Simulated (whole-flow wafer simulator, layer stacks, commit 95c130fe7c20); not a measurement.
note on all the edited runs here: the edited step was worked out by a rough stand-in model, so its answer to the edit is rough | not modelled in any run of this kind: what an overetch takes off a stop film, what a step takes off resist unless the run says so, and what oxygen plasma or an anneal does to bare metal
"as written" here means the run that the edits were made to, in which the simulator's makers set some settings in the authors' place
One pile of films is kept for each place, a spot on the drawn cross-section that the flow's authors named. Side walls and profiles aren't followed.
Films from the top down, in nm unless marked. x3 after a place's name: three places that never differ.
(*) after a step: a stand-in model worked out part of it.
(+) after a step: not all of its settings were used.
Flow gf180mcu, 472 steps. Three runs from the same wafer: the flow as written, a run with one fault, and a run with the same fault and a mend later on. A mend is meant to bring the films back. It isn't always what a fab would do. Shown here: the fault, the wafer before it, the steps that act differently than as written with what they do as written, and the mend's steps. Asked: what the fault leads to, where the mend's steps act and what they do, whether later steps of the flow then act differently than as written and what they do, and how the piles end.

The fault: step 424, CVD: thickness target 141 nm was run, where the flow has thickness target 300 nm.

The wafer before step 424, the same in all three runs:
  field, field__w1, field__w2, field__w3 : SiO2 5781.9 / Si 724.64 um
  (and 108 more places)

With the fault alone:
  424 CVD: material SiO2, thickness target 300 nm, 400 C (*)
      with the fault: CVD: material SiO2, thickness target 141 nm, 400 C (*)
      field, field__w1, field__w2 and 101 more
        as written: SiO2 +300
        with the fault: SiO2 +141
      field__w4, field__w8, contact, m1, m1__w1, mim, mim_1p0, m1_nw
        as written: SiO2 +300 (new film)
        with the fault: SiO2 +141 (new film)
  Later steps of the flow that act differently than as written:
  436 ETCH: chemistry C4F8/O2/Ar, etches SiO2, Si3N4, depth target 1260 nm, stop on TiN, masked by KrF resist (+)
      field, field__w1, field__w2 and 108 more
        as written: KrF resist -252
        with the fault: KrF resist -213.7
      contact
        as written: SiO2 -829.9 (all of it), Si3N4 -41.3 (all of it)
        with the fault: SiO2 -670.9 (all of it), Si3N4 -41.3 (all of it)
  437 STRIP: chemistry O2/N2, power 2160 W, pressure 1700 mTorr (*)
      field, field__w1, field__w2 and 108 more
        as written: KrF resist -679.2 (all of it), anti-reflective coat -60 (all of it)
        with the fault: KrF resist -717.5 (all of it), anti-reflective coat -60 (all of it)
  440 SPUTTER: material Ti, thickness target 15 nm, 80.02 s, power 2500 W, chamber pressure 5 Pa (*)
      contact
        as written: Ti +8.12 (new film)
        with the fault: Ti +8.9 (new film)
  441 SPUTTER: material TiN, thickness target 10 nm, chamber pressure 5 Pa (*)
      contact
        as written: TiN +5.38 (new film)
        with the fault: TiN +5.9 (new film)
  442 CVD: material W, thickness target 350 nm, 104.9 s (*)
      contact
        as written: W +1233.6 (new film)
        with the fault: W +1073.3 (new film)
  At the end the piles differ from the flow's by more than 2% or 0.5 nm, whichever is larger, at field__w4, field__w8, active and 60 more.
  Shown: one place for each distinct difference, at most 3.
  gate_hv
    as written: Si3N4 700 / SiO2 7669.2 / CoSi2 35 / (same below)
    with the fault: Si3N4 700 / SiO2 7510.2 / CoSi2 35 / (same below)
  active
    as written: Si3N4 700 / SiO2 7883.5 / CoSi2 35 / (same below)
    with the fault: Si3N4 700 / SiO2 7724.5 / CoSi2 35 / (same below)
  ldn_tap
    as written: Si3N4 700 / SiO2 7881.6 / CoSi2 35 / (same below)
    with the fault: Si3N4 700 / SiO2 7722.6 / CoSi2 35 / (same below)

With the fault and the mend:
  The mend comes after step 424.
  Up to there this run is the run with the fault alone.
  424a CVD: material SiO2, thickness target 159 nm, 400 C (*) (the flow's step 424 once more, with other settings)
      field, field__w1, field__w2 and 109 more
        SiO2 +159
  No later step of the flow acts differently than as written at any place that is followed.
  At the end the piles are the same as the flow's at every place that both follow.
